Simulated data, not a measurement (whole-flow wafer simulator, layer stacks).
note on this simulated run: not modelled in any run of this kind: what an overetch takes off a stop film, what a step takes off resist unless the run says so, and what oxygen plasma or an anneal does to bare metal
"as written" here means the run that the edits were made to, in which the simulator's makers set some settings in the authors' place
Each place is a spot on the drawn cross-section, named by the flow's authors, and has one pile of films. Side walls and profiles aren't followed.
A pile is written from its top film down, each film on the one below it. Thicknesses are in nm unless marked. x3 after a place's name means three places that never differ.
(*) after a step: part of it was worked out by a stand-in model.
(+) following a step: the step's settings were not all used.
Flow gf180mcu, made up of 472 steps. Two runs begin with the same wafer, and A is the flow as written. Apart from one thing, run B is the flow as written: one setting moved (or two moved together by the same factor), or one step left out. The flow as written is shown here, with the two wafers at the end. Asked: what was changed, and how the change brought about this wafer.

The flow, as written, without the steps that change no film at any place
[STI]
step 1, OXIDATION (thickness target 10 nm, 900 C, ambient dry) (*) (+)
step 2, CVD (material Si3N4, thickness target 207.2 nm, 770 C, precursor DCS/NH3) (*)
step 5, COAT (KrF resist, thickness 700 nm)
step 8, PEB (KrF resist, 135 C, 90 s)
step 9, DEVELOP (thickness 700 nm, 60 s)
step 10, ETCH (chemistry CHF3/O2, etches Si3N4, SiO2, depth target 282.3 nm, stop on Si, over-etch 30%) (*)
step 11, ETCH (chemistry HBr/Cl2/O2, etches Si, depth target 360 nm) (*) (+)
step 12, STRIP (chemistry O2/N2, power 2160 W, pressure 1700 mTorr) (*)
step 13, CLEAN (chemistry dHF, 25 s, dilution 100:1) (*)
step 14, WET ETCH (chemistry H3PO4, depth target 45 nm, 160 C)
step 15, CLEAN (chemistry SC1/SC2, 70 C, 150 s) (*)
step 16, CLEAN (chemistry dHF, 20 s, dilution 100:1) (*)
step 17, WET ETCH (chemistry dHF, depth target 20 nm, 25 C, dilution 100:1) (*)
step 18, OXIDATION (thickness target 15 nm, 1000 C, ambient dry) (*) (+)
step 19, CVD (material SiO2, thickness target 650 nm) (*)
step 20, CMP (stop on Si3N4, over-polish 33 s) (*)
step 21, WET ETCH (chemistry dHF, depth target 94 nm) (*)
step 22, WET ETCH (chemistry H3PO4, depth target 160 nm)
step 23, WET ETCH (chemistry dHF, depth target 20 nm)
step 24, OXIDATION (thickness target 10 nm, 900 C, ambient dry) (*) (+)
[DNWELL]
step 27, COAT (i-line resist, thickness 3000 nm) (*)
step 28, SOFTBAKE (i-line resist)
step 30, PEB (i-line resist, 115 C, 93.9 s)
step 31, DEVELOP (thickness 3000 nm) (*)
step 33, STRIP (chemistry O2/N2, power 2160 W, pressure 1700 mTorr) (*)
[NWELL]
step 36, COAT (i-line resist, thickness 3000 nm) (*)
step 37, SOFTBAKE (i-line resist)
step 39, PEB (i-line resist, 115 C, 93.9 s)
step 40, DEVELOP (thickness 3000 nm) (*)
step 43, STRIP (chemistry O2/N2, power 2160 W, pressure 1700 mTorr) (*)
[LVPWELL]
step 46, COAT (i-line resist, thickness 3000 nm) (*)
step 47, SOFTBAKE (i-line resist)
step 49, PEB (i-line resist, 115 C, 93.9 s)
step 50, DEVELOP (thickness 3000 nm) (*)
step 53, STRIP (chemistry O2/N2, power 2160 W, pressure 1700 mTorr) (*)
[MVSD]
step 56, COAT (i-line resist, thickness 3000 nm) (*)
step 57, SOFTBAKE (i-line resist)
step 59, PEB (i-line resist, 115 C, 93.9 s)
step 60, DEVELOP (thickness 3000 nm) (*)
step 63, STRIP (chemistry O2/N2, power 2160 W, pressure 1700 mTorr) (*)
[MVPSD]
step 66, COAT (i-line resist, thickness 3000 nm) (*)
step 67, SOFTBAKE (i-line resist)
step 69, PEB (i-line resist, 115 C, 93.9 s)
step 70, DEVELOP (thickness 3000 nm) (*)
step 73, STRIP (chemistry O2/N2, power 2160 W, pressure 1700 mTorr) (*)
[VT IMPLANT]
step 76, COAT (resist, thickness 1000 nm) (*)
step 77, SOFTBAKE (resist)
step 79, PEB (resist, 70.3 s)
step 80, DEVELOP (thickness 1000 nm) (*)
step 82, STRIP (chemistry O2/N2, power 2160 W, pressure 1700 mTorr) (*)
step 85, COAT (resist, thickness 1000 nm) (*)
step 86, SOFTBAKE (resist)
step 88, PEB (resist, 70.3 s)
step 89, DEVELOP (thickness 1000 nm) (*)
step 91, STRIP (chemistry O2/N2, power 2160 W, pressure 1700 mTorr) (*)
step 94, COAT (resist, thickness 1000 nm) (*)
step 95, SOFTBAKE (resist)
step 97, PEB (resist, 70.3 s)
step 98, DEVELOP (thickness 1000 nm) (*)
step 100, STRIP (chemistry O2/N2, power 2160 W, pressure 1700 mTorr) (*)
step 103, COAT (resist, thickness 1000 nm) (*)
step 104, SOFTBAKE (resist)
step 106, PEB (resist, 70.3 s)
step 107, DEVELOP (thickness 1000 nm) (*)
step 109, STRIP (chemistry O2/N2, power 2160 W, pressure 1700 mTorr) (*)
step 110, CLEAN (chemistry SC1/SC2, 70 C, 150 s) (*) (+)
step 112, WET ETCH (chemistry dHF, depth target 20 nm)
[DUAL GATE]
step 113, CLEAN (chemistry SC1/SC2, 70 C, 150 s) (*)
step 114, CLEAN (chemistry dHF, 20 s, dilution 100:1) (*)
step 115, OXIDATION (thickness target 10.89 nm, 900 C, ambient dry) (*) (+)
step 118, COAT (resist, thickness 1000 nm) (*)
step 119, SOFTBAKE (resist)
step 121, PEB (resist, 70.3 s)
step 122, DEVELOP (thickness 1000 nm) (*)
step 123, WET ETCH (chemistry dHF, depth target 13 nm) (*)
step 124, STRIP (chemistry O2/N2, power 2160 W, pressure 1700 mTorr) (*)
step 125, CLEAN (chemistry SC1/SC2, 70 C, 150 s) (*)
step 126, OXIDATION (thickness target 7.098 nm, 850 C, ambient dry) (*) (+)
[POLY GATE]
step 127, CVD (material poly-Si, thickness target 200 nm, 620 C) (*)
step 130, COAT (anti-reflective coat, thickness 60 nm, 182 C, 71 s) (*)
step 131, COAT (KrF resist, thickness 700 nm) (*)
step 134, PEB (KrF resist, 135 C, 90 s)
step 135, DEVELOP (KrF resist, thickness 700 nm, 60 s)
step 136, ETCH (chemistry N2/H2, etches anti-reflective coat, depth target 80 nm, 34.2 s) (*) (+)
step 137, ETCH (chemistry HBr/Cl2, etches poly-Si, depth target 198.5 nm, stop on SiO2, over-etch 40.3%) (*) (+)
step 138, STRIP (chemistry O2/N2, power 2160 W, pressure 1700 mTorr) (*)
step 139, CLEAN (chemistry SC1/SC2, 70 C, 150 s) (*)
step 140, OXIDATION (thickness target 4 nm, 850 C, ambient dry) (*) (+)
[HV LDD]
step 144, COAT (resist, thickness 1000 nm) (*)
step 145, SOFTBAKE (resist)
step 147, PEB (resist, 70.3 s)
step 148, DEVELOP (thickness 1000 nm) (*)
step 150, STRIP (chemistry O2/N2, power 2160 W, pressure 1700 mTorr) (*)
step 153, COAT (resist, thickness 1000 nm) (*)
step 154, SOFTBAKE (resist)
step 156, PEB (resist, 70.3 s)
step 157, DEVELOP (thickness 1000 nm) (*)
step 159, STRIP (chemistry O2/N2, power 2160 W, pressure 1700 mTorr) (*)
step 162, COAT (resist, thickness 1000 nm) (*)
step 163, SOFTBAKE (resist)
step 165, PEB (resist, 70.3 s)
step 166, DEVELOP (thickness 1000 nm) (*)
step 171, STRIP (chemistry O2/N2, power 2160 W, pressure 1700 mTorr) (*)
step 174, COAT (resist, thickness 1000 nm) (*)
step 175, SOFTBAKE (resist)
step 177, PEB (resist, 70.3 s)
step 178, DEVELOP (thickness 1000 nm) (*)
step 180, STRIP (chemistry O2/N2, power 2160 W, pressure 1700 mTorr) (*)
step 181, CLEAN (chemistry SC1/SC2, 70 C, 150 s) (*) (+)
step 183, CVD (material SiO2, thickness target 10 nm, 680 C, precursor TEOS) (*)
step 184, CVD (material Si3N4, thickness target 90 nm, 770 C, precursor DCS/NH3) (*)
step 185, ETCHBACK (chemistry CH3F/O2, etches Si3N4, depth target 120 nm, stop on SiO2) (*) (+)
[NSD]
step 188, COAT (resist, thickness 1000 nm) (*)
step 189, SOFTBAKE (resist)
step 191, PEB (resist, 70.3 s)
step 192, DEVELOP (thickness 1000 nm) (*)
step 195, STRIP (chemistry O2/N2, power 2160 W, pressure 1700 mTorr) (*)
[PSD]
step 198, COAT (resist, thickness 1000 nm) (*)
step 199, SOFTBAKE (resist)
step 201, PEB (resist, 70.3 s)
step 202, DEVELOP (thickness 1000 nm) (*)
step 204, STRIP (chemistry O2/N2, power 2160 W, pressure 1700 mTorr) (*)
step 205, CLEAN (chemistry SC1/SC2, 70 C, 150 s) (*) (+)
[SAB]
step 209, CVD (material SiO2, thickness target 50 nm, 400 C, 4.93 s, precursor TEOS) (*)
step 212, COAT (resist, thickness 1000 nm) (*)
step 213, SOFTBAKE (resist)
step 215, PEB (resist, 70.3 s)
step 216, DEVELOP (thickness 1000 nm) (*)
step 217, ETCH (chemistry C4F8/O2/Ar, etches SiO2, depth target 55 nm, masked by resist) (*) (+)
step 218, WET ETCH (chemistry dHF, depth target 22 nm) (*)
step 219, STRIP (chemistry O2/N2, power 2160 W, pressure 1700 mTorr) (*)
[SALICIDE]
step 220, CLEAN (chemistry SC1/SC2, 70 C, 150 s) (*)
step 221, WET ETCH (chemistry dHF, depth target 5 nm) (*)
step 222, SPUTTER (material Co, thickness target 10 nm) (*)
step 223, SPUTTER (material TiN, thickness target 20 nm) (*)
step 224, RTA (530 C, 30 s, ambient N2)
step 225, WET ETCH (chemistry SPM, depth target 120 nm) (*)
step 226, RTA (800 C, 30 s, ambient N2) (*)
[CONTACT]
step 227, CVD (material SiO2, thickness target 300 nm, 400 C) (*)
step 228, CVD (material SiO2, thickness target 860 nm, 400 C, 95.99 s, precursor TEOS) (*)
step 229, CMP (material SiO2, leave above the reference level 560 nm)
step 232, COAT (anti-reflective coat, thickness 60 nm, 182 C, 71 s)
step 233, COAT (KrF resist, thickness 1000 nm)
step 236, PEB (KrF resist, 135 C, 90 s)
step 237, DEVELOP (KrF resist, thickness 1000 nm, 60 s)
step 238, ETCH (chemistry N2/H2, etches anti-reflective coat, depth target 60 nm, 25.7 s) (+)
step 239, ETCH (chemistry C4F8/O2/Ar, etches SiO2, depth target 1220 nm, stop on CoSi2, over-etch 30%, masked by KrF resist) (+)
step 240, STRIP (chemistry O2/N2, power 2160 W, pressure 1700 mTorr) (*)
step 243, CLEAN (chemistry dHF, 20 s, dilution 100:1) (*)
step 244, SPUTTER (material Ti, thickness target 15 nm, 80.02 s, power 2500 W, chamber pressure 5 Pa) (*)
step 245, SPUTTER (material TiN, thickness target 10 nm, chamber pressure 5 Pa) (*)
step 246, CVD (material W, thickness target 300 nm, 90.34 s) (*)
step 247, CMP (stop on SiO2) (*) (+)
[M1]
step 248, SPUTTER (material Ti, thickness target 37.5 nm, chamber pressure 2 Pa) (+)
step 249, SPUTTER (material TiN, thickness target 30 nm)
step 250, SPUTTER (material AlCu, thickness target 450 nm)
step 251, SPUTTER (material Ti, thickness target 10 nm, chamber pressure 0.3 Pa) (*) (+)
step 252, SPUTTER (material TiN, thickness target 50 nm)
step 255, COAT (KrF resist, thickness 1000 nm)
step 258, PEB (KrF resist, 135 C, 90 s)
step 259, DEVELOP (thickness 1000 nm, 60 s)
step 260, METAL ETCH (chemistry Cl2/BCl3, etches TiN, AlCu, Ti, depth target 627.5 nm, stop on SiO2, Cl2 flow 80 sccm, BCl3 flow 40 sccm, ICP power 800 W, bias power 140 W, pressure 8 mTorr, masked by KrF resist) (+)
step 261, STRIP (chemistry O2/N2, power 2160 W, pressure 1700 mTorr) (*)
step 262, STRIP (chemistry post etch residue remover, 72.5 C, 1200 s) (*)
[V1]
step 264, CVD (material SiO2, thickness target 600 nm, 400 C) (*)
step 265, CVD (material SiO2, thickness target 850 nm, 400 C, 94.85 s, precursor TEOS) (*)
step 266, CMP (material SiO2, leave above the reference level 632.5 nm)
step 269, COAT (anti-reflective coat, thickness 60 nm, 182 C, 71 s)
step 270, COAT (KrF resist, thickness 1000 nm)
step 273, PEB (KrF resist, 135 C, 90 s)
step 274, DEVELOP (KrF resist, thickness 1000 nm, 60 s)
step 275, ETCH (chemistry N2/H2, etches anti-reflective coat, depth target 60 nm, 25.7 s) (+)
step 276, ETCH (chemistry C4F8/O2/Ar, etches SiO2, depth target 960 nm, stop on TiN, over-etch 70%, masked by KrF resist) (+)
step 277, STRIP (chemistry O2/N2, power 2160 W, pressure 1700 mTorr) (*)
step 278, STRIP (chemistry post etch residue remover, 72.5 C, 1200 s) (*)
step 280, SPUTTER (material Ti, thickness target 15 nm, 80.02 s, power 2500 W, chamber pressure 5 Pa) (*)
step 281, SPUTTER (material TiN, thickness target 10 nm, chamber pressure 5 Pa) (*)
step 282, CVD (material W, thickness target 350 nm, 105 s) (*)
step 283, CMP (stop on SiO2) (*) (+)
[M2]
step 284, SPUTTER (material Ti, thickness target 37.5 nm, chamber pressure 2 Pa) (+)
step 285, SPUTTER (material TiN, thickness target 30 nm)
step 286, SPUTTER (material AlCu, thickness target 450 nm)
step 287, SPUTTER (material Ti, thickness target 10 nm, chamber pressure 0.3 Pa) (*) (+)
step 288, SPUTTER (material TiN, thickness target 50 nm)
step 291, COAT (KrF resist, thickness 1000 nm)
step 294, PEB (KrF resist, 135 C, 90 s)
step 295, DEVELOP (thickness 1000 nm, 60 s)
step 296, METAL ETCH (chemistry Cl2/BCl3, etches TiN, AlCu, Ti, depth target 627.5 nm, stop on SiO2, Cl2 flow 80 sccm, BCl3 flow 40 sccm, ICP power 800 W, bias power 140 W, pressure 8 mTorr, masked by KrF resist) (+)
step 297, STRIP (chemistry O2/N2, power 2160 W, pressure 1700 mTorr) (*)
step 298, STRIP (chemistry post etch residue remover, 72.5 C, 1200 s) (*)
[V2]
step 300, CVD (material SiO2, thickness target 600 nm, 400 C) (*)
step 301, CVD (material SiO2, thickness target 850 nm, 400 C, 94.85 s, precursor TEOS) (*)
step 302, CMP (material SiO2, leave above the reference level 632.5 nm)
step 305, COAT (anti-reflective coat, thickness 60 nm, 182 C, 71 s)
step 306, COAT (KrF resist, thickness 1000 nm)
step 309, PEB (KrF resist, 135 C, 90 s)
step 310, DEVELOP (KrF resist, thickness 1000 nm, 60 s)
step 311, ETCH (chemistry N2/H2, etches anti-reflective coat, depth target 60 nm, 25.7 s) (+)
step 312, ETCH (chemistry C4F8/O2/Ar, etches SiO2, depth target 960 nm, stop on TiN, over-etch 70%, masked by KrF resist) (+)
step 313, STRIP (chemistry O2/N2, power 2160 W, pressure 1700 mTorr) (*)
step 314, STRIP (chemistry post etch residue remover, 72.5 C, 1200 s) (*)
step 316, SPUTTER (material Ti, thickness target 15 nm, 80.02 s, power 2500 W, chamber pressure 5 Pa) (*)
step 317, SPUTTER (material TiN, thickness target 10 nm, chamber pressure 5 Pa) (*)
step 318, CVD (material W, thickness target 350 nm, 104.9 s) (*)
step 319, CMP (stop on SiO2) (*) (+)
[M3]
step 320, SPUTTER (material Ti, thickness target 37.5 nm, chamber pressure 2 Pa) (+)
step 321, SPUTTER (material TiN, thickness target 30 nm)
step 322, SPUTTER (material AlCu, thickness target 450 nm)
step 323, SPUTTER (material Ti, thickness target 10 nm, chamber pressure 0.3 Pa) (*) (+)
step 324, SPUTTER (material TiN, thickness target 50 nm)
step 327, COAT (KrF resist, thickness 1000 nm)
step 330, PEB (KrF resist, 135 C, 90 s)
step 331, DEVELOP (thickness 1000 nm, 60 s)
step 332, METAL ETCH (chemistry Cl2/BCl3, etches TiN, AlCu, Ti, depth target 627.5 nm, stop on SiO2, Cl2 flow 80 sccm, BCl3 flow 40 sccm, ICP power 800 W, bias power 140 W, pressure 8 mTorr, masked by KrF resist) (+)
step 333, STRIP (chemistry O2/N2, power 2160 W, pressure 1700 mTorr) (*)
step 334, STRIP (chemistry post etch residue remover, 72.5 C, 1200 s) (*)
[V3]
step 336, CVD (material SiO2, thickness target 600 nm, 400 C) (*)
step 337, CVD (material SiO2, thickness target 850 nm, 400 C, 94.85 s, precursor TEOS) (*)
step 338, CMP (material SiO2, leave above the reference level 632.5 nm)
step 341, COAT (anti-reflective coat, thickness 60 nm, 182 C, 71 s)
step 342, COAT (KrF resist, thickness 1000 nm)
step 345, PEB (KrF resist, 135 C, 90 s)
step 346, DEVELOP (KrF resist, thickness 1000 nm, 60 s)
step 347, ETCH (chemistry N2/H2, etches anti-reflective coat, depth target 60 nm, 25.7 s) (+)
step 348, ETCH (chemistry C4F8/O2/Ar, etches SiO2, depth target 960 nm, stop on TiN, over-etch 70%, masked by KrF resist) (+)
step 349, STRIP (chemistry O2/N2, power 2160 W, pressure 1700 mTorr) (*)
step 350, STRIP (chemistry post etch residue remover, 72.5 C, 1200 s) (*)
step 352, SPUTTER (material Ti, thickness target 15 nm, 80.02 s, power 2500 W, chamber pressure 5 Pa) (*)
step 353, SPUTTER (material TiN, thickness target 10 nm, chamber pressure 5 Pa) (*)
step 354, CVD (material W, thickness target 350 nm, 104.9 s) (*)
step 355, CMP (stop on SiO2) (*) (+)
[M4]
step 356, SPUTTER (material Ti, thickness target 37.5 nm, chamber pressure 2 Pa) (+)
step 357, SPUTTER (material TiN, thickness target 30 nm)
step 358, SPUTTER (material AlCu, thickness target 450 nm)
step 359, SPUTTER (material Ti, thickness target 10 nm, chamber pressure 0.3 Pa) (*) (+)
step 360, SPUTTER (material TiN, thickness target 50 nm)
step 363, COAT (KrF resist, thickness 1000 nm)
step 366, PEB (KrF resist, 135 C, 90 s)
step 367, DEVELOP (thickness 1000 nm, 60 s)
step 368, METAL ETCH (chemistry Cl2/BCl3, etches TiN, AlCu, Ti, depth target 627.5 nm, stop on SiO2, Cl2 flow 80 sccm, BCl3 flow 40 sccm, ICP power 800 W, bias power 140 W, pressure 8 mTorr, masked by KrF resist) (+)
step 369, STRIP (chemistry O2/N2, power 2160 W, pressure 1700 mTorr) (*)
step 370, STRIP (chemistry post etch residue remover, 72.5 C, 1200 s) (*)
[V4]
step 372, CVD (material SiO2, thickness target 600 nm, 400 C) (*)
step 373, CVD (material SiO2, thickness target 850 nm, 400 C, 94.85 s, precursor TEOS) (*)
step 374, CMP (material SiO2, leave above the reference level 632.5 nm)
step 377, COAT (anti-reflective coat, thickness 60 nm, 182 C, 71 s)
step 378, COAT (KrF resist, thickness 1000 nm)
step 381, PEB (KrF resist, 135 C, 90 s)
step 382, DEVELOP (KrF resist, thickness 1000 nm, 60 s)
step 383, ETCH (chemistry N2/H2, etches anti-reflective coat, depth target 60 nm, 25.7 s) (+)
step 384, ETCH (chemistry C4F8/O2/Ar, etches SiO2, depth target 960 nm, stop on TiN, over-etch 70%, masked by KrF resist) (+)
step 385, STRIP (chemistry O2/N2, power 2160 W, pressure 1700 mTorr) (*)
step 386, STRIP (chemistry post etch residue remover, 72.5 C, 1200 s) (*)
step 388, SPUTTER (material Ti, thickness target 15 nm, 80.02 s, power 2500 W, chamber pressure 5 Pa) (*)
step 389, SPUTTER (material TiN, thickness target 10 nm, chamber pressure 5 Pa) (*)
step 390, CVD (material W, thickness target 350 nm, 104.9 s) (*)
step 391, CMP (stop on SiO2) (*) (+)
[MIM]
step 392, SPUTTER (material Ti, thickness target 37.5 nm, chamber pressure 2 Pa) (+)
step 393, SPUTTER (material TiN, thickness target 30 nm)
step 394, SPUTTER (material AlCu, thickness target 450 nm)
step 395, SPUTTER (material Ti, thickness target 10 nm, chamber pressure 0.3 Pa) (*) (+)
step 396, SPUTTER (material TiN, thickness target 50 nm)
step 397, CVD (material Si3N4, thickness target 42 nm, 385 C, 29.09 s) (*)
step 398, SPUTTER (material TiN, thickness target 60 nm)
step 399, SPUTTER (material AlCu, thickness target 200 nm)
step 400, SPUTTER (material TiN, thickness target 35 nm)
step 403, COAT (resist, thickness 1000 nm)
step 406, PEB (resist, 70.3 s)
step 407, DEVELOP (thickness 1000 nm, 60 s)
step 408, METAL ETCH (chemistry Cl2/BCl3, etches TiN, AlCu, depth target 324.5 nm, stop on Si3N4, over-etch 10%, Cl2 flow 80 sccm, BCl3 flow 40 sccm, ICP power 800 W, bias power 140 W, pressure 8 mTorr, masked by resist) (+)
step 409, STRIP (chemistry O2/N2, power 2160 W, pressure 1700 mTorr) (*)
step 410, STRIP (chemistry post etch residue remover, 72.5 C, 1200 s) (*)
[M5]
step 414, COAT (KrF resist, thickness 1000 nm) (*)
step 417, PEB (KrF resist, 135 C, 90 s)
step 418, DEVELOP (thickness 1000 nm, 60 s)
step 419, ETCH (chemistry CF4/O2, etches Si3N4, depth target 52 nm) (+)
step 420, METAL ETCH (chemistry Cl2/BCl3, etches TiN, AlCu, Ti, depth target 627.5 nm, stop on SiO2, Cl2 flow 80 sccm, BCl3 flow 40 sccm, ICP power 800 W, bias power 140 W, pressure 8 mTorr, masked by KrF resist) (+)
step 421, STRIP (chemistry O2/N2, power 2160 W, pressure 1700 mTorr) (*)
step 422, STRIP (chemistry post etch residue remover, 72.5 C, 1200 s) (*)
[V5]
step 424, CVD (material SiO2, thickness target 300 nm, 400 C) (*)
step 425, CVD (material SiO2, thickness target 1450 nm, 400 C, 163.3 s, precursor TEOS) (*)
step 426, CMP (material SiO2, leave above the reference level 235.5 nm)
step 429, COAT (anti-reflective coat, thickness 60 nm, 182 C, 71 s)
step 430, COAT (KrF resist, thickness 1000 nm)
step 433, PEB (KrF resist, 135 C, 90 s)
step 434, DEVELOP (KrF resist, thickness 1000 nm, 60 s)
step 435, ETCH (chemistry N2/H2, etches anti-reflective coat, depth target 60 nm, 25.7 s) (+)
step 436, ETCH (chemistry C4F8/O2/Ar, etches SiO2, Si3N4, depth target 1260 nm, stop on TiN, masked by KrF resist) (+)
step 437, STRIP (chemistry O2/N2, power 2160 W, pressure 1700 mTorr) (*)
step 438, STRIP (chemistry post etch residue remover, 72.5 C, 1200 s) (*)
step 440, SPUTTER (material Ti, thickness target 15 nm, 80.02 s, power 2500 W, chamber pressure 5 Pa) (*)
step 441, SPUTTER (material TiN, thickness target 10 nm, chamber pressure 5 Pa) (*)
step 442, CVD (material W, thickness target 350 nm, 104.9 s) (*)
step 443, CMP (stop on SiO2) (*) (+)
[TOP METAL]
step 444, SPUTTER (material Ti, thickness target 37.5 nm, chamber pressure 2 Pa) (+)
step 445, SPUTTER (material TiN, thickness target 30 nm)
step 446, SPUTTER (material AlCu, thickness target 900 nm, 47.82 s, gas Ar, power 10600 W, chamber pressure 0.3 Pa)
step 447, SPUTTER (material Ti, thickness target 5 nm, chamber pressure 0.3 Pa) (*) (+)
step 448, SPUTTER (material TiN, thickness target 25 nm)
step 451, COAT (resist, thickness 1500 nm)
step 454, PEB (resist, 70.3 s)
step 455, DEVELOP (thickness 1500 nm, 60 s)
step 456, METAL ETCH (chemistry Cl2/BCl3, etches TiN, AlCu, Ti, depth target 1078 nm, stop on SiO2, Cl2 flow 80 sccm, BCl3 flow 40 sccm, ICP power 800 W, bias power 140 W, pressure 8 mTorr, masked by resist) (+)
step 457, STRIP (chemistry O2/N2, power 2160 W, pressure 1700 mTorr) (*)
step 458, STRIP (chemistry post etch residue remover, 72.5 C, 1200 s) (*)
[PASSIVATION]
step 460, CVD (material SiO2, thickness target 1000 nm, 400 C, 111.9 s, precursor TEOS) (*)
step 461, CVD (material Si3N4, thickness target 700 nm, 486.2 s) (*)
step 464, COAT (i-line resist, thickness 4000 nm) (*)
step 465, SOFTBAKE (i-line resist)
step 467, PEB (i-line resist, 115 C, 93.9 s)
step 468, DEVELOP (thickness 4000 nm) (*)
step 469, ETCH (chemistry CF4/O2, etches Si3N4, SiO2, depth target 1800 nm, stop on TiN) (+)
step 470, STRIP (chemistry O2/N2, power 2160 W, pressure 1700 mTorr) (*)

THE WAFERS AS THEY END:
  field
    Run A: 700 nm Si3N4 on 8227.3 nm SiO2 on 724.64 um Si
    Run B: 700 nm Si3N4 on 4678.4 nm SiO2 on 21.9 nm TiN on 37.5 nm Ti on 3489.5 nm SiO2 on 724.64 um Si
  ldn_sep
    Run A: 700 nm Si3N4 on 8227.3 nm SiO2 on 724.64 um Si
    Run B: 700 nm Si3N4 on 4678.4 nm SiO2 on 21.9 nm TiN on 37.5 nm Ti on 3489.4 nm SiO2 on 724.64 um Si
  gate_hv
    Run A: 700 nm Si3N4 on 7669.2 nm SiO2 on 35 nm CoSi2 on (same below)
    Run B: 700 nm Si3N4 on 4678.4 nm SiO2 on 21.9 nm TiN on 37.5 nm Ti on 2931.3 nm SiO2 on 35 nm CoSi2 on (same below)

The reason: step 332, METAL ETCH: depth target 517.7 nm was run, while the flow as written has depth target 627.5 nm.

Step by step, how the change led to this:
  step 332, METAL ETCH (chemistry Cl2/BCl3, etches TiN, AlCu, Ti, depth target 627.5 nm, stop on SiO2, Cl2 flow 80 sccm, BCl3 flow 40 sccm, ICP power 800 W, bias power 140 W, pressure 8 mTorr, masked by KrF resist) (+)
      field, field__w1, field__w2 and 103 more: A -50 TiN (all of it), -10 Ti (all of it), -450 AlCu (all of it), -30 TiN (all of it), -37.5 Ti (all of it) | B -50 TiN (all of it), -10 Ti (all of it), -450 AlCu (all of it), -7.7 TiN
      field__w8, contact, m1, m1__w1, m1_nw: A -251 KrF resist | B -207.1 KrF resist
  step 333, STRIP (chemistry O2/N2, power 2160 W, pressure 1700 mTorr) (*)
      field__w8, contact, m1, m1__w1, m1_nw: A -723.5 KrF resist (all of it) | B -767.4 KrF resist (all of it)
  step 336, CVD (material SiO2, thickness target 600 nm, 400 C) (*)
      field, field__w1, field__w2 and 103 more: A +600 SiO2 | B +600 SiO2 (new film)
  step 338, CMP (material SiO2, leave above the reference level 632.5 nm)
      field, field__w1, field__w2 and 103 more: A -300 SiO2 | B -359.4 SiO2
Taking metal films that touch as one body, field has 1 body; the flow as written gives 0 bodies.
Taking metal films that touch as one body, ldn_sep has 1 body; the flow as written gives 0 bodies.
Taking metal films that touch as one body, gate_hv has 2 bodies (between them, from the top down: SiO2 2931.3); the flow as written gives 1 body.
